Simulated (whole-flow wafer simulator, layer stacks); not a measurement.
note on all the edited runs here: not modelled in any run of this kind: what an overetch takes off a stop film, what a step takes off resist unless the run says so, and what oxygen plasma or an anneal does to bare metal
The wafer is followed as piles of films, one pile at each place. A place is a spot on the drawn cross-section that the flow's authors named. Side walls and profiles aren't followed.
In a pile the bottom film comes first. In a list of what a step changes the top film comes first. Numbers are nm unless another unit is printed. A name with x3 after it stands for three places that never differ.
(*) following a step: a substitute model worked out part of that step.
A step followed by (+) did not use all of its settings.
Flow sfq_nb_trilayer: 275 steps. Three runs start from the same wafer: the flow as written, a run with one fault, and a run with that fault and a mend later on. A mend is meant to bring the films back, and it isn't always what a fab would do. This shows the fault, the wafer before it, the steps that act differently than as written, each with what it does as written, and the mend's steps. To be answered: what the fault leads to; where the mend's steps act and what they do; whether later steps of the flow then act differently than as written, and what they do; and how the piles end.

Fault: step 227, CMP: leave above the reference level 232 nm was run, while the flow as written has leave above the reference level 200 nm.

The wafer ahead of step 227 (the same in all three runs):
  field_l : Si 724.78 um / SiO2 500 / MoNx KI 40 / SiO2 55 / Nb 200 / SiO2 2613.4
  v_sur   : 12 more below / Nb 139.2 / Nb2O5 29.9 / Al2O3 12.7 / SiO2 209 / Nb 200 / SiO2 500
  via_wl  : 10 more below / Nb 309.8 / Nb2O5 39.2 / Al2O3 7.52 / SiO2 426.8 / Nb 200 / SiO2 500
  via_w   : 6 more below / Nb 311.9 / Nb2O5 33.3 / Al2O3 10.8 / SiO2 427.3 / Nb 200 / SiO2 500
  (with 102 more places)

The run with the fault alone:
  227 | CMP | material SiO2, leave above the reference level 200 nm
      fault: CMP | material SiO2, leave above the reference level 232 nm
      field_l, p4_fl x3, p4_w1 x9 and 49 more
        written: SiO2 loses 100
        fault: SiO2 loses 68
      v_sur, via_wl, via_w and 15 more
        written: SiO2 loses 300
        fault: SiO2 loses 268
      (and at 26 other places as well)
  Later steps of the flow acting differently than as written (not shown: 3 more steps that differ only slightly, by at most 2% or 0.5 nm, whichever is larger):
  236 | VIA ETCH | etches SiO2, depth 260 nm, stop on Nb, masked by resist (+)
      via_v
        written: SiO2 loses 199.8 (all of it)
        fault: SiO2 loses 231.8 (all of it)
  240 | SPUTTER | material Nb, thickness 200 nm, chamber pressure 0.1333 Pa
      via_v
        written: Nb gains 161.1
        fault: Nb gains 153.6
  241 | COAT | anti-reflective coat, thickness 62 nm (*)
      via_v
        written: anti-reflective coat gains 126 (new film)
        fault: anti-reflective coat gains 133.2 (new film)
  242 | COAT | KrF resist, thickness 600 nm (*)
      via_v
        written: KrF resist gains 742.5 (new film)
        fault: KrF resist gains 769.4 (new film)
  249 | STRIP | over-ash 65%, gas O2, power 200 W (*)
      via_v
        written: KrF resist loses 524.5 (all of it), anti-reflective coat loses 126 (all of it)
        fault: KrF resist loses 551.3 (all of it), anti-reflective coat loses 133.2 (all of it)
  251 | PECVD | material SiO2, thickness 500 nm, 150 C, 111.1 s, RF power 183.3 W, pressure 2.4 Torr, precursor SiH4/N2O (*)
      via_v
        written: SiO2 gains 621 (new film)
        fault: SiO2 gains 660.5 (new film)
  The piles end different from the flow's at v_sur, via_wl, via_w and 80 more by more than 2% or 0.5 nm, whichever is larger.
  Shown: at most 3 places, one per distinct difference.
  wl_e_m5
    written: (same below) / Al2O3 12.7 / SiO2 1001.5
    fault: (same below) / Al2O3 12.7 / SiO2 1033.5
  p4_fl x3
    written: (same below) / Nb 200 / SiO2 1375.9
    fault: (same below) / Nb 200 / SiO2 1407.9
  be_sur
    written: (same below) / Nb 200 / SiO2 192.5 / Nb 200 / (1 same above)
    fault: (same below) / Nb 200 / SiO2 224.5 / Nb 200 / (1 same above)

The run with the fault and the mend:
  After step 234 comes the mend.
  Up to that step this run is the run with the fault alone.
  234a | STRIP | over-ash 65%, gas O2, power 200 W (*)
      field_l, v_sur, via_wl and 102 more
        KrF resist loses 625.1 (all of it), anti-reflective coat loses 62 (all of it)
      via_v
        anti-reflective coat loses 62 (all of it)
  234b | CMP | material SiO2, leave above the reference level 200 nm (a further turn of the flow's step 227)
      field_l, v_sur, via_wl and 103 more
        SiO2 loses 32
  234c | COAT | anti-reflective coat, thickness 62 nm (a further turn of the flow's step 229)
      field_l, v_sur, via_wl and 103 more
        anti-reflective coat gains 62 (new film)
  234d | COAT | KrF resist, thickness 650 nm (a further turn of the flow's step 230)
      field_l, v_sur, via_wl and 103 more
        KrF resist gains 650 (new film)
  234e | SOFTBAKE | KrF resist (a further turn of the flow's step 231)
      leaves every film unchanged at each place that is followed
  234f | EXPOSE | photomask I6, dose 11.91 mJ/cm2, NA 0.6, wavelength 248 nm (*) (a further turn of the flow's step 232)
      leaves every film unchanged at each place that is followed
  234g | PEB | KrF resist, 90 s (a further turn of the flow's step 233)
      field_l, v_sur, via_wl and 103 more
        KrF resist loses 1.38
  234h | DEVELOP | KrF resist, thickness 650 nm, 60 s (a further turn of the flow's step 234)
      field_l, v_sur, via_wl and 102 more
        KrF resist loses 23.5
      via_v
        KrF resist loses 648.6 (all of it)
  Later steps of the flow that are run all act as written at every place that is followed.
  The piles end the same as the flow's at every place that both follow.
